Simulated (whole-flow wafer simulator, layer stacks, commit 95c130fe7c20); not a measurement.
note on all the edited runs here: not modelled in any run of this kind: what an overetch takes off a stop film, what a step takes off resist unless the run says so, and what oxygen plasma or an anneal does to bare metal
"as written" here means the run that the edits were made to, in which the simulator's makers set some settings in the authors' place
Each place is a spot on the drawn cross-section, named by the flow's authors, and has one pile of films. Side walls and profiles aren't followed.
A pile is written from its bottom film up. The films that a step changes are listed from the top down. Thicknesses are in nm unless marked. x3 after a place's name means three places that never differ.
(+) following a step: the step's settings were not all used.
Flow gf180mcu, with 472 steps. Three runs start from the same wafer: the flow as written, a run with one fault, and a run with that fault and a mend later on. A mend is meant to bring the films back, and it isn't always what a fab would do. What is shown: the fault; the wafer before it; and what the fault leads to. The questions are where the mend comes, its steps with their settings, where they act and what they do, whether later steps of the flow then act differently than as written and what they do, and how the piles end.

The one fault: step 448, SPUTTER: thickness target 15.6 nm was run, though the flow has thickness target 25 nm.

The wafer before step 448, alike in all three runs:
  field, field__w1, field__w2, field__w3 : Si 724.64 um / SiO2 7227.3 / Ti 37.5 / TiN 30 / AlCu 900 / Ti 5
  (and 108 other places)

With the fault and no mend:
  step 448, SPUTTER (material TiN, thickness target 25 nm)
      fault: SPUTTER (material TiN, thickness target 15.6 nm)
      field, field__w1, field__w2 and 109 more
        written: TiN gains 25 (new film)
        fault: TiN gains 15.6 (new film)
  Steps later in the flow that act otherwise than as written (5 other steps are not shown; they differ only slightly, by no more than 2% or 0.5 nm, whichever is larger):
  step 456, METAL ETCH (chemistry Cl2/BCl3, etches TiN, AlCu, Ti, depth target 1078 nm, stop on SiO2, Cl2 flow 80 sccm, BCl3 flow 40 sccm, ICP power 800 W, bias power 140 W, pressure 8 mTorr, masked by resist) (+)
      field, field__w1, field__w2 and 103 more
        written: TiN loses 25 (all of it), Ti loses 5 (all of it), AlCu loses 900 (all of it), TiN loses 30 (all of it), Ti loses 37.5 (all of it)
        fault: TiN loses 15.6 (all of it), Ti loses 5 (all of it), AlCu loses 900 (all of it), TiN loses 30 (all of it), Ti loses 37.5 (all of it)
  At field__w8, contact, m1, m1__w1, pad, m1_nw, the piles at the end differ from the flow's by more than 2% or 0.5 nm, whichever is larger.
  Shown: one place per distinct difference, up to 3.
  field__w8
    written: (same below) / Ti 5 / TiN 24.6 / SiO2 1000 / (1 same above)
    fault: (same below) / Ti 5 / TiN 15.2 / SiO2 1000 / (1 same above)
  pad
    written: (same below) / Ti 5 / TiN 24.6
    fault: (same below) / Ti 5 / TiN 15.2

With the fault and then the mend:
  The mend stands after step 448.
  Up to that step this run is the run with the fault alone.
  step 448a, SPUTTER (material TiN, thickness target 9.4 nm) (the flow's step 448 again, with other settings)
      field, field__w1, field__w2 and 109 more
        TiN gains 9.4
  None of the later steps of the flow acts differently than as written at any place that is followed.
  By the end, the piles equal the flow's at every place that both follow.
